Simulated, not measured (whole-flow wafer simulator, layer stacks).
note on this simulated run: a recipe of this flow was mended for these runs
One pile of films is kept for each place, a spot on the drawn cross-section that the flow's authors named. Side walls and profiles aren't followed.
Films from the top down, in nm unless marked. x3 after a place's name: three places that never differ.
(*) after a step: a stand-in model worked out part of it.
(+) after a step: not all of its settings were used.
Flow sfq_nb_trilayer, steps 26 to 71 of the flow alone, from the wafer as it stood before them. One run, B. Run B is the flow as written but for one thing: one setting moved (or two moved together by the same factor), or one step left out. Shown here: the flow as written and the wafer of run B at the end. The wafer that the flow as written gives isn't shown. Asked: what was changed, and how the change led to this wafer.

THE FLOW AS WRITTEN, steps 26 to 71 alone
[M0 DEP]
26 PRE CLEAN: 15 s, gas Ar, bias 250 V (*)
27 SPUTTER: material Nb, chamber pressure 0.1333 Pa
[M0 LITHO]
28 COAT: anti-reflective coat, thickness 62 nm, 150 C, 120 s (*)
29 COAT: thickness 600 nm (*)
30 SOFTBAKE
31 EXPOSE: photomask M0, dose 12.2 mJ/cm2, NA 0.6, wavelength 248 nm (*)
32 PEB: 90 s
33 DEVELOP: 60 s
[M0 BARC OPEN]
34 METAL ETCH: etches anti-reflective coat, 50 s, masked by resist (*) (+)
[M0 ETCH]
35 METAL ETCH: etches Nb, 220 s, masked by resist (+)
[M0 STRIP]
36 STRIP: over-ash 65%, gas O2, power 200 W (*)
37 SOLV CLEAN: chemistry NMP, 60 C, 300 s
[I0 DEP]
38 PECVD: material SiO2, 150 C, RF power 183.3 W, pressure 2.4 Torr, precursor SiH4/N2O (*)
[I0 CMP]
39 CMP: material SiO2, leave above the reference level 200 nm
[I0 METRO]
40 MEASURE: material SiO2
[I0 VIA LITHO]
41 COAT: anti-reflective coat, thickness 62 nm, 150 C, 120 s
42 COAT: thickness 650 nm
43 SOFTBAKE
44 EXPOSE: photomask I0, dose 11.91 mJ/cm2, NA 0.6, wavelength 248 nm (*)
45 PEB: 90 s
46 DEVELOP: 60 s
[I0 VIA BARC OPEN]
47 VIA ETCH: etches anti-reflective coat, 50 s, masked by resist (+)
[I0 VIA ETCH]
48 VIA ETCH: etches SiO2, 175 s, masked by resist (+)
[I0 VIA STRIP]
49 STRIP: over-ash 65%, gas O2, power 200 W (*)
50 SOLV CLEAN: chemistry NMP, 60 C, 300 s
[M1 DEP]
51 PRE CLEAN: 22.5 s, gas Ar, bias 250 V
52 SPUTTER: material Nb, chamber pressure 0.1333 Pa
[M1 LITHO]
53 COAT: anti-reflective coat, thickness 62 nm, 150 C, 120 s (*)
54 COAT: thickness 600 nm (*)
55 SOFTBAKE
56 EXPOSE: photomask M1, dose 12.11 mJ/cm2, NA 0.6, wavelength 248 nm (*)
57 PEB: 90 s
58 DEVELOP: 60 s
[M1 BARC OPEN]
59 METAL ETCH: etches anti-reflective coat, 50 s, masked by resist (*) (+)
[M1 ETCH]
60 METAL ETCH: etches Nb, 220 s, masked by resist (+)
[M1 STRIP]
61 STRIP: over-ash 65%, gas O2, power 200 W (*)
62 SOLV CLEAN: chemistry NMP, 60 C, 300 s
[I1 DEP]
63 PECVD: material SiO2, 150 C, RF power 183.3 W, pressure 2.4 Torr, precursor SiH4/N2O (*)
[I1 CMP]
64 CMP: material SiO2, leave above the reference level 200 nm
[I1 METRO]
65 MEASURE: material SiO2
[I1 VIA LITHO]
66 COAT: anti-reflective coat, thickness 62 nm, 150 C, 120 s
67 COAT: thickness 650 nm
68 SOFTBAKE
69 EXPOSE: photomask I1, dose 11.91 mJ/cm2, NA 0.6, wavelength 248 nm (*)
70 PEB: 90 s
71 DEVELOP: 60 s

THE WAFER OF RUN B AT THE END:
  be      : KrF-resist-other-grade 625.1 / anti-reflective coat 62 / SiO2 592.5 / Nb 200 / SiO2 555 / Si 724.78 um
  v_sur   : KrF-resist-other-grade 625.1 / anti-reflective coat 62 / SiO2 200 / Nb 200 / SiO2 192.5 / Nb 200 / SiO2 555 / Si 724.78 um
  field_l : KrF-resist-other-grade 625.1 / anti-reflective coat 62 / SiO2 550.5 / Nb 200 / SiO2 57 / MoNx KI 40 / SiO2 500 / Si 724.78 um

The cause: step 26, PRE CLEAN: 9 s was run, where the flow has 15 s.

How the change led to this, step by step:
  26 PRE CLEAN: 15 s, gas Ar, bias 250 V (*)
      field_l, v_sur, via_wl and 102 more: SiO2 -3 (as written it would be: SiO2 -5)
      l0v: MoNx KI -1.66 (as written it would be: MoNx KI -2.91)
